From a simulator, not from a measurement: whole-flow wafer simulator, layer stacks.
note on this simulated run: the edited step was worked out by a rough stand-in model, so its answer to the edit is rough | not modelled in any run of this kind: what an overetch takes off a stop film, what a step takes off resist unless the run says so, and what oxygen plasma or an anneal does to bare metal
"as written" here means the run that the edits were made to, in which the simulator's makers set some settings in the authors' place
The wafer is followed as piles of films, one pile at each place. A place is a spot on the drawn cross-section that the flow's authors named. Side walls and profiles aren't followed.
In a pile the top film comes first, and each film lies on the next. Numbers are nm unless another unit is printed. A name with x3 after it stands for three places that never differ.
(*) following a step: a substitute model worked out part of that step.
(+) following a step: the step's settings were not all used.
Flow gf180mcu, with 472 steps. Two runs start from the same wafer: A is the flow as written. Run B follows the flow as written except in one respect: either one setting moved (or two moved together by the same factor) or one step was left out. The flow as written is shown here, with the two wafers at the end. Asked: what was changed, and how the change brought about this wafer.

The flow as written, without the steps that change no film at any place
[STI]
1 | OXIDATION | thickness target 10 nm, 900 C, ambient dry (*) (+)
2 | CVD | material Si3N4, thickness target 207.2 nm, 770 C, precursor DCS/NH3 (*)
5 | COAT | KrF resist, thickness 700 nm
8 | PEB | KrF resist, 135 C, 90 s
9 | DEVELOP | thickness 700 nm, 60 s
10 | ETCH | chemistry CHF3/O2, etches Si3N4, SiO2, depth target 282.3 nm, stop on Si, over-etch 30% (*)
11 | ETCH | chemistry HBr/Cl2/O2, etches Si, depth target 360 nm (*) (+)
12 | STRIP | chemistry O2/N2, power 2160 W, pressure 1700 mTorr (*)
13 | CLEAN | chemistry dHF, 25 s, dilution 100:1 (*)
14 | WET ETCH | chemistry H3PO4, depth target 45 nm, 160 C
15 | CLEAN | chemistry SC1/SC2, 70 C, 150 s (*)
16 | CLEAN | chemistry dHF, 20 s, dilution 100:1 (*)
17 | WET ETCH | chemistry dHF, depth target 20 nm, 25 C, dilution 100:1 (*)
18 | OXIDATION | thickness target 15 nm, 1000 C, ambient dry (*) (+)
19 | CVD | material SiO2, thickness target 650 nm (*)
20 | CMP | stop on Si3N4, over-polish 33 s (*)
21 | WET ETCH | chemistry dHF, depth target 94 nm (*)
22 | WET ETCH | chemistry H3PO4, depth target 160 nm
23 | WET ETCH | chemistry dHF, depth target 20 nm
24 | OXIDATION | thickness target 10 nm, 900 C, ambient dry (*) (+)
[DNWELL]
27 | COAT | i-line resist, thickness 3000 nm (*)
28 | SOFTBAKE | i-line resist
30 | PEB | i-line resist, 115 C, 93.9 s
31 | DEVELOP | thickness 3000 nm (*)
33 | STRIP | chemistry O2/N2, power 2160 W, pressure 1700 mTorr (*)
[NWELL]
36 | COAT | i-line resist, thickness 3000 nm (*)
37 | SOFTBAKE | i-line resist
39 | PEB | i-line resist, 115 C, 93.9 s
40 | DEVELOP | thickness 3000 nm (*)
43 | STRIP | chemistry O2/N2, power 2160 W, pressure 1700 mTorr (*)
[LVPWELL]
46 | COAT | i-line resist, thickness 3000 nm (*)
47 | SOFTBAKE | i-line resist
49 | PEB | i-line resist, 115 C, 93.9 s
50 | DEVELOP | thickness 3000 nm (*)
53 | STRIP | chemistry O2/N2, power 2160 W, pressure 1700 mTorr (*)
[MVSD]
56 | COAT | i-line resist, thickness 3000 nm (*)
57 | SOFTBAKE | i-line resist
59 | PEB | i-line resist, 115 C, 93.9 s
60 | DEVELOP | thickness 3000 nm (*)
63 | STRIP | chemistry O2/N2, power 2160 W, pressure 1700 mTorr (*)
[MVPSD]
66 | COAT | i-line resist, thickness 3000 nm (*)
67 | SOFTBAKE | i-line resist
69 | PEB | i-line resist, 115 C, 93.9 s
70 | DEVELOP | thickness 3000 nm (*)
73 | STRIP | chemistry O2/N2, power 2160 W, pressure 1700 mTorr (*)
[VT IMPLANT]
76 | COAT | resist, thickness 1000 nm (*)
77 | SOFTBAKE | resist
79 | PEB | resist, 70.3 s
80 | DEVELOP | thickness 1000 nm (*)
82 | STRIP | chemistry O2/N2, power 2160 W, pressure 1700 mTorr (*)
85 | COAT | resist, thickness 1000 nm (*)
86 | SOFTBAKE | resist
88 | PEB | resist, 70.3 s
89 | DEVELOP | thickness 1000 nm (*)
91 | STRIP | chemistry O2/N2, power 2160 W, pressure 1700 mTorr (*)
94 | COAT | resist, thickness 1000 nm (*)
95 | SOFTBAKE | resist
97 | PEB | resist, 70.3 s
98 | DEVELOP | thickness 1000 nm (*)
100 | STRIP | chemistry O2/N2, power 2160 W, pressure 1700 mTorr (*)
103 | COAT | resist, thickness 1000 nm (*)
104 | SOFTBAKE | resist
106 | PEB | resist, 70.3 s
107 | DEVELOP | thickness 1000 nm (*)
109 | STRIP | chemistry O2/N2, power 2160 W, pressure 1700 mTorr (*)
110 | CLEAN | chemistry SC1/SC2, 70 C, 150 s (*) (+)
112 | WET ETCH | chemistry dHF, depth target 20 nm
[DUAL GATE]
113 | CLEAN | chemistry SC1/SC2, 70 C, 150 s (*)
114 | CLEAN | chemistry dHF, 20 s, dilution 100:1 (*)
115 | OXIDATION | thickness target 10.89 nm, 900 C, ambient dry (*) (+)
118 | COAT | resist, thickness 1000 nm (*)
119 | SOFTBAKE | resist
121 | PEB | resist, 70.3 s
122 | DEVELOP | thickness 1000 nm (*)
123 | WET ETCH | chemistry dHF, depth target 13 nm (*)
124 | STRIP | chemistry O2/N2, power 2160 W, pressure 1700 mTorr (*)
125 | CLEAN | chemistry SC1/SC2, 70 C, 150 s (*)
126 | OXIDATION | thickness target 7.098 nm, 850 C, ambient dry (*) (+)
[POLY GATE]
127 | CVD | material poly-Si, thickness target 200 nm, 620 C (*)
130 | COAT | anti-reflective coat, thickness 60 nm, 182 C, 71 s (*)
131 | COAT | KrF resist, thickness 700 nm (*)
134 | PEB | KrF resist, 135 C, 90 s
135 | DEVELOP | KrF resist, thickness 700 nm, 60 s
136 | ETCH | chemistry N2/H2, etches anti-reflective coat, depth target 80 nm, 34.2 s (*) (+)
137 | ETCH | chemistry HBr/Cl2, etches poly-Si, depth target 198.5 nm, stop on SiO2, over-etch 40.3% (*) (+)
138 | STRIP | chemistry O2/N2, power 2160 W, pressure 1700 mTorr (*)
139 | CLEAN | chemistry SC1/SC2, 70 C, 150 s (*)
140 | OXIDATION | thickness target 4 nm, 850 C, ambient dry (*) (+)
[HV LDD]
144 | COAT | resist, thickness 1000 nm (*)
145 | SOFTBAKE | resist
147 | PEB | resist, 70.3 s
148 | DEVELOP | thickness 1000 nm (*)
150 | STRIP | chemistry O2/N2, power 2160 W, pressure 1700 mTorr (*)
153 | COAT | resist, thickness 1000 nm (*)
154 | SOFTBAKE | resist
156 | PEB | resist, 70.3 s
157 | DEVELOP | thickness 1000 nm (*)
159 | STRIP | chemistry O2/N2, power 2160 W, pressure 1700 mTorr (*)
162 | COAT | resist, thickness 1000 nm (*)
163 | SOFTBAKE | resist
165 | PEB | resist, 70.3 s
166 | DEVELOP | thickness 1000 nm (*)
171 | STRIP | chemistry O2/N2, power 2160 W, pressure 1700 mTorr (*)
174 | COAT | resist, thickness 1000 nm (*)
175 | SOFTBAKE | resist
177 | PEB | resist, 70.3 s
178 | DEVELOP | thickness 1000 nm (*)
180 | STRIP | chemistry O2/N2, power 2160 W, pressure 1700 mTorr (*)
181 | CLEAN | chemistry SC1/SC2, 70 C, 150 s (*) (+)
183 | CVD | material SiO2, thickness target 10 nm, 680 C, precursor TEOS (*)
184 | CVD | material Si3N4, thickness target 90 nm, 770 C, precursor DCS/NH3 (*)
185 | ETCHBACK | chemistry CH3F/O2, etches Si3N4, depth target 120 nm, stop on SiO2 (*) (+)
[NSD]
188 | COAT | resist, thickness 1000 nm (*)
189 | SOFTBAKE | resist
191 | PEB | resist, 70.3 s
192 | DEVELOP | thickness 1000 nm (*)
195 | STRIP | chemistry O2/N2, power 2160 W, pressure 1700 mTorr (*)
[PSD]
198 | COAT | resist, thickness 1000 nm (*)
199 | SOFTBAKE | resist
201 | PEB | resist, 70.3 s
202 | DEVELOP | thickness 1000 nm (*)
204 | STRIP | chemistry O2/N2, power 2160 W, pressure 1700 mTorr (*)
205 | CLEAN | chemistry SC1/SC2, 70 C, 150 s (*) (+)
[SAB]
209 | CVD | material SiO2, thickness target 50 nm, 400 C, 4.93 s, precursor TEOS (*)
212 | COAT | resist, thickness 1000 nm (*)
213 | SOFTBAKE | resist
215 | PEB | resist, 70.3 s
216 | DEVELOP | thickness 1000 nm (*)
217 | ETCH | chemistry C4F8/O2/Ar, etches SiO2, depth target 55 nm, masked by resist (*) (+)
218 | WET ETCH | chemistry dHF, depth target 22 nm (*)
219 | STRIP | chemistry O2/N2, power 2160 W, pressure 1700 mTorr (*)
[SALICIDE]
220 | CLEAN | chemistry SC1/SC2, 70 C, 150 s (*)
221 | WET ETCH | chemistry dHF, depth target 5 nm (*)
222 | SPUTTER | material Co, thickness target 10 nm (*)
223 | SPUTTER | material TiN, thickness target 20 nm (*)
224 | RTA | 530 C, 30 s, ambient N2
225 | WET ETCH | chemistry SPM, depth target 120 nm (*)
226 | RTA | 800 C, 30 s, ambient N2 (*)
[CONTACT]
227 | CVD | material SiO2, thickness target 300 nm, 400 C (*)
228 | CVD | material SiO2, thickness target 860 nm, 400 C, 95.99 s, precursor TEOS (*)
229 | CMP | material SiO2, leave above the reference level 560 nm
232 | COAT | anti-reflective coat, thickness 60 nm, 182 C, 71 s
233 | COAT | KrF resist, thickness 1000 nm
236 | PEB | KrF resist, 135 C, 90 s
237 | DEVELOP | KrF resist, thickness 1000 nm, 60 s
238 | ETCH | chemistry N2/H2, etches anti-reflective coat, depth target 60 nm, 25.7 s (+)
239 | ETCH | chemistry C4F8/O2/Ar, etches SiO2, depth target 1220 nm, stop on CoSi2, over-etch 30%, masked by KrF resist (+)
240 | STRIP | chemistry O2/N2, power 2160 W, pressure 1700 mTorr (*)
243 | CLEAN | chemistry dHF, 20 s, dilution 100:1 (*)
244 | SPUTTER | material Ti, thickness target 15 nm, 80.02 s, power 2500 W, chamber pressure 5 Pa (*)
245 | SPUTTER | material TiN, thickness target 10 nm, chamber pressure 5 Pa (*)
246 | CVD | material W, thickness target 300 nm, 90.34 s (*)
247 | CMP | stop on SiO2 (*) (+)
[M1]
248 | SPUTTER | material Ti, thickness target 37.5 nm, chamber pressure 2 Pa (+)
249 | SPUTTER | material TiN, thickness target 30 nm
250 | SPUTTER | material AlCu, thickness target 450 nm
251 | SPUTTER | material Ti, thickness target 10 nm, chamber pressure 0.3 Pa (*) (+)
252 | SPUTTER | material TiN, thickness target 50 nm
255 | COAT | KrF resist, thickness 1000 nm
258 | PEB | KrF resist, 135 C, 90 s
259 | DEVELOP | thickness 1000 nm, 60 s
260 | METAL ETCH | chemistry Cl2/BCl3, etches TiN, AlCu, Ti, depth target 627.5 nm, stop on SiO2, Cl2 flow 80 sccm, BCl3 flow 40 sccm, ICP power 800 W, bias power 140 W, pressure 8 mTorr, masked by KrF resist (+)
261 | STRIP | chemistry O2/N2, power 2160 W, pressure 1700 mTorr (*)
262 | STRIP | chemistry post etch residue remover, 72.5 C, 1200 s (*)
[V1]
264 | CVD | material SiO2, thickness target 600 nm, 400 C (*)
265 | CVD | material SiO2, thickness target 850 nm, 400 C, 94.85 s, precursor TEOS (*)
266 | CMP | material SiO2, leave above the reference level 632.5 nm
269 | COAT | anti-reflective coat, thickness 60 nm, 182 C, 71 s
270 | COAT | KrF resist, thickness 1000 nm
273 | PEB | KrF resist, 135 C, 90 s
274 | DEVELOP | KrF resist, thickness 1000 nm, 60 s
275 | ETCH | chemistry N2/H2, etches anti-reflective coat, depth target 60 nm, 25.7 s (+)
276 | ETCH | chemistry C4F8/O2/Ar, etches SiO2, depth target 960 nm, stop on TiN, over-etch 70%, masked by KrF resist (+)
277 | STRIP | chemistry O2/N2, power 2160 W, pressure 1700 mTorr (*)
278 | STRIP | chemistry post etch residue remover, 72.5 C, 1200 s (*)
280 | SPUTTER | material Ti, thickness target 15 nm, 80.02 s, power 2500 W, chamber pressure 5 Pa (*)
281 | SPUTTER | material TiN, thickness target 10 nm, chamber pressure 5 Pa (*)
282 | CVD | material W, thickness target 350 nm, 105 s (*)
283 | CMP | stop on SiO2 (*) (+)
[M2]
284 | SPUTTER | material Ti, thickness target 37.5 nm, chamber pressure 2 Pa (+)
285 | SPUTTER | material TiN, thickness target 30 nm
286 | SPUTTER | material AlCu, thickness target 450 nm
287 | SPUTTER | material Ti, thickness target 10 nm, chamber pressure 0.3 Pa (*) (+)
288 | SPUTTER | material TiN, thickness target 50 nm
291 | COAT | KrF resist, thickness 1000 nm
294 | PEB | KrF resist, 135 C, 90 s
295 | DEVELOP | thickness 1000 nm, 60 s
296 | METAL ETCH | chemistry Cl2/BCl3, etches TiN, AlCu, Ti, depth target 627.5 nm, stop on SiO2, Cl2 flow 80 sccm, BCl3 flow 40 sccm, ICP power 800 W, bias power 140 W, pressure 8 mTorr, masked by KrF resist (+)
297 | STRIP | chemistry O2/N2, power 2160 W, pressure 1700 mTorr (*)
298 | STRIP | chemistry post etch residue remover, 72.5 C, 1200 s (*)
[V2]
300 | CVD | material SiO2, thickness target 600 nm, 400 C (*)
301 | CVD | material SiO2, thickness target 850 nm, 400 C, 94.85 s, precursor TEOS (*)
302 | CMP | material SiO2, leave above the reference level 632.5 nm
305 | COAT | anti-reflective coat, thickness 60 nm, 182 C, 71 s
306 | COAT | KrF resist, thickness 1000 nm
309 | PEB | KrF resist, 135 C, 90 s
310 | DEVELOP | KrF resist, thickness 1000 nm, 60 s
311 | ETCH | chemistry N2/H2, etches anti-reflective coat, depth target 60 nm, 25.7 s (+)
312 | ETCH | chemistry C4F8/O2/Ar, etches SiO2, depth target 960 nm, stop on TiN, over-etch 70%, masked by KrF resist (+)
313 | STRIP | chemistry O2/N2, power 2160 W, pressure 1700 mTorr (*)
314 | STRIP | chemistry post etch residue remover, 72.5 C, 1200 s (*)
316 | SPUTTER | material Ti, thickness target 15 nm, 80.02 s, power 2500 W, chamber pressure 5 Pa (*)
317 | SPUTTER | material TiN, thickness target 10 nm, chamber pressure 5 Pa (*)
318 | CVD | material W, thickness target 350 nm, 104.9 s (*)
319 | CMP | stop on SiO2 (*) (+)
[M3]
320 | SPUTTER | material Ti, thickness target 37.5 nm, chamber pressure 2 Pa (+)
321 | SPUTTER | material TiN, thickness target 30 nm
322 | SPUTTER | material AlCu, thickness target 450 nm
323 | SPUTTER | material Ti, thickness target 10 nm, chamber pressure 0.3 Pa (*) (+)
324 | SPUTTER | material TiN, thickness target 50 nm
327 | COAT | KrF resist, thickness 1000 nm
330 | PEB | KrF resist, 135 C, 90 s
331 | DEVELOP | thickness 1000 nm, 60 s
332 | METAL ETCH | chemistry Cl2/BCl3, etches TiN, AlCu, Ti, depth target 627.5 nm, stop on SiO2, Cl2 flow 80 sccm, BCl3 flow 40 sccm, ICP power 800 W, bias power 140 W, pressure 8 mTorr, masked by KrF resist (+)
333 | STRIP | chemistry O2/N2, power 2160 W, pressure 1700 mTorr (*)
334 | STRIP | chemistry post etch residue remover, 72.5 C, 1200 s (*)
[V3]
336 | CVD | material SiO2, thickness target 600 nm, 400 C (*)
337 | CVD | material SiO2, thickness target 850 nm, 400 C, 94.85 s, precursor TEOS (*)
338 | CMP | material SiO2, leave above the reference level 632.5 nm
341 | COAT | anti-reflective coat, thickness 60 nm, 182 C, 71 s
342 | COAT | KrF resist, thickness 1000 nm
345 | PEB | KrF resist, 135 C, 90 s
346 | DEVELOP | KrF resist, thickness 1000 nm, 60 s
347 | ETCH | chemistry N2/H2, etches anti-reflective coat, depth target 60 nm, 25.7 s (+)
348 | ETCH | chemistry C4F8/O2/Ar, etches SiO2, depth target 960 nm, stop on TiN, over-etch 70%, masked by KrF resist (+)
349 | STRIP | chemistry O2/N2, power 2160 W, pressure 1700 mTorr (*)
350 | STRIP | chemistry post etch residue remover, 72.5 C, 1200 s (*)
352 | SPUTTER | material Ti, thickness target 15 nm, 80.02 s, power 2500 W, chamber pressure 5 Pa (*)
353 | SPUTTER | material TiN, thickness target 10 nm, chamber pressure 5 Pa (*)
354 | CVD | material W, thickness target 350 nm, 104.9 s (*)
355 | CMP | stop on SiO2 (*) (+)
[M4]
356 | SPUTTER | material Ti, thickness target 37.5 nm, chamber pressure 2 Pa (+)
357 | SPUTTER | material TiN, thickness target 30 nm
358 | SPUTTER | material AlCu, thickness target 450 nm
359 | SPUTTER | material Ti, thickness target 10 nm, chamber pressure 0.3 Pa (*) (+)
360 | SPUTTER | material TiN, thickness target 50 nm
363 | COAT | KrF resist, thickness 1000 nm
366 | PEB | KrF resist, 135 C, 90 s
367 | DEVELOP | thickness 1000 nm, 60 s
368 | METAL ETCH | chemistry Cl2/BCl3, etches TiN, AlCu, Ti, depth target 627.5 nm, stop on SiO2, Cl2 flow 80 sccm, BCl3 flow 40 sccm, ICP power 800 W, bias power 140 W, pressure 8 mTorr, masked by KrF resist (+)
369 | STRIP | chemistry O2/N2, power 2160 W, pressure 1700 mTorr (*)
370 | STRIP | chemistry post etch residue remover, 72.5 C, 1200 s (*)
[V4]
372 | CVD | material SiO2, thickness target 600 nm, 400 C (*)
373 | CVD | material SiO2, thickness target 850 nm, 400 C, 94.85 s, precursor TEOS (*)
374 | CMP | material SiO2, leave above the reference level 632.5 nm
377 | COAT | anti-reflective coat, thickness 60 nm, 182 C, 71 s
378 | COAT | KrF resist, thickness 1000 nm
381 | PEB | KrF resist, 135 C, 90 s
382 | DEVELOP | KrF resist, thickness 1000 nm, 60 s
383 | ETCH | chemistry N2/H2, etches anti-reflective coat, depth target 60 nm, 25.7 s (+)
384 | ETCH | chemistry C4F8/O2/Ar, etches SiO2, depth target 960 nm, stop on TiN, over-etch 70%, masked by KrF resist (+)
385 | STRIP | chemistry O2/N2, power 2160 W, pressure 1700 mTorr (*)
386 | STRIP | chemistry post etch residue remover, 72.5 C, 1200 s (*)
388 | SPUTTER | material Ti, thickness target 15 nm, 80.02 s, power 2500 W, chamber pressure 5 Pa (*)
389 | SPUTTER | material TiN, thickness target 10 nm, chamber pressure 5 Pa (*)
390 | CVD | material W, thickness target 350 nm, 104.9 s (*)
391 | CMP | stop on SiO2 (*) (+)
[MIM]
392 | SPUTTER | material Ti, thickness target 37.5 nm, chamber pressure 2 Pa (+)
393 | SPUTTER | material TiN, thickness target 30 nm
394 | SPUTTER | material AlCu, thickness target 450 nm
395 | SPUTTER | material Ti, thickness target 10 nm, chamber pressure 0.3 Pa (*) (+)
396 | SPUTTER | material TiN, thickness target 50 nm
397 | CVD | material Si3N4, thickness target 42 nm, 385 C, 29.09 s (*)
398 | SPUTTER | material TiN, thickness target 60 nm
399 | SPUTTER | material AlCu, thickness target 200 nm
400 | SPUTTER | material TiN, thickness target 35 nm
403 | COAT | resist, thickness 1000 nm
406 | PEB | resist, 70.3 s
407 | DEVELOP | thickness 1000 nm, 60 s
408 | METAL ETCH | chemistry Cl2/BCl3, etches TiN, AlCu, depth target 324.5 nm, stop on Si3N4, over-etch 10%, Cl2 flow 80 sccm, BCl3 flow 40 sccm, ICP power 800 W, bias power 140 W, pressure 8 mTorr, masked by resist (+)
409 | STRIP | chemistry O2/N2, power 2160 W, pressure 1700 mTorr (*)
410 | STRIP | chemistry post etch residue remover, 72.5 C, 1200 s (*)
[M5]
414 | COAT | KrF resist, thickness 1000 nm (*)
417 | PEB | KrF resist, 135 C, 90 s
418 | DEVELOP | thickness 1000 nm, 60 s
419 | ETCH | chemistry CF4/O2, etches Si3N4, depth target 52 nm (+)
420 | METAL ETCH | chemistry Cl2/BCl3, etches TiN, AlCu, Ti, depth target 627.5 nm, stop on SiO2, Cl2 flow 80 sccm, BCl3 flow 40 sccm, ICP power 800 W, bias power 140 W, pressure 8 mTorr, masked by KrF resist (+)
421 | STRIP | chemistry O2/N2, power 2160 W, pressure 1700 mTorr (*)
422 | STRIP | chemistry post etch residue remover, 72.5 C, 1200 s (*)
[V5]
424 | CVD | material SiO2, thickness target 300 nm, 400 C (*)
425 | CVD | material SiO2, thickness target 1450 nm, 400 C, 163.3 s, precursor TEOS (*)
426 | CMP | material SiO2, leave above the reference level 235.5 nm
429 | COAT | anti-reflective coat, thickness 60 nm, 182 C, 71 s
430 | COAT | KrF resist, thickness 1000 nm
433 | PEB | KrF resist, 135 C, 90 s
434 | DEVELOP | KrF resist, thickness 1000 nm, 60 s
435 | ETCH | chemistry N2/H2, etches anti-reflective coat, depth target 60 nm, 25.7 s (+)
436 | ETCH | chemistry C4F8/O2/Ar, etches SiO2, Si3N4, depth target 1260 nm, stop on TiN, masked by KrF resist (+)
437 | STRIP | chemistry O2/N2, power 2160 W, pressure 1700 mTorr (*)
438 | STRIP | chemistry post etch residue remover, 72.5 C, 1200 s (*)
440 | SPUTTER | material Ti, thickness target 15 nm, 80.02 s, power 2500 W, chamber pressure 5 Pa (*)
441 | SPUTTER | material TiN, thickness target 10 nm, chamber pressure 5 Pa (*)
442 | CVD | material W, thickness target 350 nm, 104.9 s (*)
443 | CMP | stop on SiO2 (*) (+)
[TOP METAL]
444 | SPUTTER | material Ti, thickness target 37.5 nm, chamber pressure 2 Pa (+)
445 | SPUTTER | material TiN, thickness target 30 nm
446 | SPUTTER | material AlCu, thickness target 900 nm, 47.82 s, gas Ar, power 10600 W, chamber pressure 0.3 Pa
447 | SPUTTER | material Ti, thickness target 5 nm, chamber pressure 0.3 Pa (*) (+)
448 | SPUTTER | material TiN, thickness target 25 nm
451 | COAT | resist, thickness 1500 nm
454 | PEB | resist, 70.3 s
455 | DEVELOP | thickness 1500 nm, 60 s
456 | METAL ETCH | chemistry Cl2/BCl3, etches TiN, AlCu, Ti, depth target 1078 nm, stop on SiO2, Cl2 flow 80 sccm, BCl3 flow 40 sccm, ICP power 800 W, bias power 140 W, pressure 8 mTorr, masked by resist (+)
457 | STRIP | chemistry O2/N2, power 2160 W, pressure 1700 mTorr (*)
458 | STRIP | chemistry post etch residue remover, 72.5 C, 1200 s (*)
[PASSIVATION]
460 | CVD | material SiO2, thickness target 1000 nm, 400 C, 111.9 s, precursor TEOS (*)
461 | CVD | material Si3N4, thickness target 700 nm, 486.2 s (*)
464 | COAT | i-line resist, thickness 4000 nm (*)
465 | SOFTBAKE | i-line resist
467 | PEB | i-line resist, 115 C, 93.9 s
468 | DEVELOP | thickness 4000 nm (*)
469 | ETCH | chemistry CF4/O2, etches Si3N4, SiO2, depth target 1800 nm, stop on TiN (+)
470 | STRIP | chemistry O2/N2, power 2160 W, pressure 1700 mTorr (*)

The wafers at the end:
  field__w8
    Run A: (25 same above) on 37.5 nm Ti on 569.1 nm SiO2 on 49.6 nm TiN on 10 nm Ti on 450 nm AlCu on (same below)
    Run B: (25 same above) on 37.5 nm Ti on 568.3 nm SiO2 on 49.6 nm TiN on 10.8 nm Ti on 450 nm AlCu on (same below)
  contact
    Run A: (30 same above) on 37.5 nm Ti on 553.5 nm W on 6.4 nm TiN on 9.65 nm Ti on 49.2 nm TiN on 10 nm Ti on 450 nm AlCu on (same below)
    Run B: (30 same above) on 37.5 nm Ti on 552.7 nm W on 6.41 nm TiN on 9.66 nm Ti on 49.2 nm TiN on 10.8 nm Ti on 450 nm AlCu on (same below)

The reason: step 287, SPUTTER: thickness target 10.8 nm was run, whereas the flow has thickness target 10 nm.
The wafer itself shows it: field__w8 has Ti 10.8, and step 287 as written asks for 10 nm.

Step by step, how the change led to this:
  287 | SPUTTER | material Ti, thickness target 10 nm, chamber pressure 0.3 Pa (*) (+)
      field, field__w1, field__w2 and 108 more: A +10 Ti (new film) | B +10.8 Ti (new film)
  296 | METAL ETCH | chemistry Cl2/BCl3, etches TiN, AlCu, Ti, depth target 627.5 nm, stop on SiO2, Cl2 flow 80 sccm, BCl3 flow 40 sccm, ICP power 800 W, bias power 140 W, pressure 8 mTorr, masked by KrF resist (+)
      field, field__w1, field__w2 and 103 more: A -50 TiN (all of it), -10 Ti (all of it), -450 AlCu (all of it), -30 TiN (all of it), -37.5 Ti (all of it) | B -50 TiN (all of it), -10.8 Ti (all of it), -450 AlCu (all of it), -30 TiN (all of it), -37.5 Ti (all of it)
